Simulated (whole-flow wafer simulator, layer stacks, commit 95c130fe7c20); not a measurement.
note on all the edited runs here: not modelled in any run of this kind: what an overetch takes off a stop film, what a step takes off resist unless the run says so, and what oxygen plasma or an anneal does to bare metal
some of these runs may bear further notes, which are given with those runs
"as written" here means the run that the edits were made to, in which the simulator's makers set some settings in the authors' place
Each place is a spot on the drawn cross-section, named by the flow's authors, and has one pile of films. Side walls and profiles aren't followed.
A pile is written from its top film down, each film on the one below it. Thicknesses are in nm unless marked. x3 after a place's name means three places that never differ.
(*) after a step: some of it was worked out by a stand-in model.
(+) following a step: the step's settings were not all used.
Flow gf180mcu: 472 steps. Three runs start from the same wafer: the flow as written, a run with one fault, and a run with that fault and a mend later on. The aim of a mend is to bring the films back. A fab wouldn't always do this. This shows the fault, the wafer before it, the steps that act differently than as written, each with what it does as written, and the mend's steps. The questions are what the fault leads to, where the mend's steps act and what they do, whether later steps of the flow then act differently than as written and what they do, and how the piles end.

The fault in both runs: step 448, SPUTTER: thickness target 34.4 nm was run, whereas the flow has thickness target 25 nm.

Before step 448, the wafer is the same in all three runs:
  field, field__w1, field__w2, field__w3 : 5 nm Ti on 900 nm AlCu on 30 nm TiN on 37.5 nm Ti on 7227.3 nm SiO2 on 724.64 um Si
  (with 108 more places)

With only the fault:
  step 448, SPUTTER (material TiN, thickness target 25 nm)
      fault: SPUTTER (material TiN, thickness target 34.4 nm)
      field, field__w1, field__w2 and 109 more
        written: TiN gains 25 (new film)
        fault: TiN gains 34.4 (new film)
  Steps further on in the flow that do not act as written (not shown: 4 more steps that differ only slightly, by at most 2% or 0.5 nm, whichever is larger):
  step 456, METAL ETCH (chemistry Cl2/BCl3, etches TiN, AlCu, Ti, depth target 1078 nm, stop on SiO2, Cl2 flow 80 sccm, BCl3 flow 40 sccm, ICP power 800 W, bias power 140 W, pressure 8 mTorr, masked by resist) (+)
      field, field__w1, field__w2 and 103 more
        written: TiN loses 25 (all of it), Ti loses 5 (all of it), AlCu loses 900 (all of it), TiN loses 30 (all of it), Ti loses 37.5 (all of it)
        fault: TiN loses 34.4 (all of it), Ti loses 5 (all of it), AlCu loses 900 (all of it), TiN loses 30 (all of it), Ti loses 37.5 (all of it)
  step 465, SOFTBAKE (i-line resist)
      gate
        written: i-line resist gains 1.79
        fault: i-line resist loses 0.29
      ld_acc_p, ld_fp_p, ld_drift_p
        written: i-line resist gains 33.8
        fault: i-line resist gains 27.3
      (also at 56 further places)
  By the end, the piles at field__w8, contact, m1, m1__w1, pad, m1_nw depart from the flow's by more than 2% or 0.5 nm, whichever is larger.
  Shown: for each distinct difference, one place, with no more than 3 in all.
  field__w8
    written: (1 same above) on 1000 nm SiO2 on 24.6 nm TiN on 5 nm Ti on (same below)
    fault: (1 same above) on 1000 nm SiO2 on 34 nm TiN on 5 nm Ti on (same below)
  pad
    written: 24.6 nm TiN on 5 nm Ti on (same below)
    fault: 34 nm TiN on 5 nm Ti on (same below)

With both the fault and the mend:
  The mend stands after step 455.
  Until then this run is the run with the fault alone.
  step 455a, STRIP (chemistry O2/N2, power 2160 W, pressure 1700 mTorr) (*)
      field__w8, contact, m1, m1__w1, pad, m1_nw
        resist loses 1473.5 (all of it)
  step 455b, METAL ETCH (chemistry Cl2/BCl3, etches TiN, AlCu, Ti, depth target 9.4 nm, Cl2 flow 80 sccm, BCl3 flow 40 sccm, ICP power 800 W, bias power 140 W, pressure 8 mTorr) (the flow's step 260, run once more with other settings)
      field, field__w1, field__w2 and 109 more
        TiN loses 9.4
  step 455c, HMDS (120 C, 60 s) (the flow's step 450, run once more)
      leaves every film unchanged at each place that is followed
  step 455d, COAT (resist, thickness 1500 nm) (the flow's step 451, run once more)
      field, field__w1, field__w2 and 109 more
        resist gains 1500 (new film)
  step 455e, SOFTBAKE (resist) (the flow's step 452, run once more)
      leaves every film unchanged at each place that is followed
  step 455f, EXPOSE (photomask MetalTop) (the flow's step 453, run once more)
      leaves every film unchanged at each place that is followed
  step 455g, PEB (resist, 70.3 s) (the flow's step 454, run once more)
      field, field__w1, field__w2 and 109 more
        resist loses 26.5
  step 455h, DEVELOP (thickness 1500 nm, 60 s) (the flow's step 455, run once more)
      field, field__w1, field__w2 and 103 more
        resist loses 1473.5 (all of it)
  Every later step of the flow that is run acts as written at every place that is followed.
  By the end, the piles equal the flow's at every place that both follow.
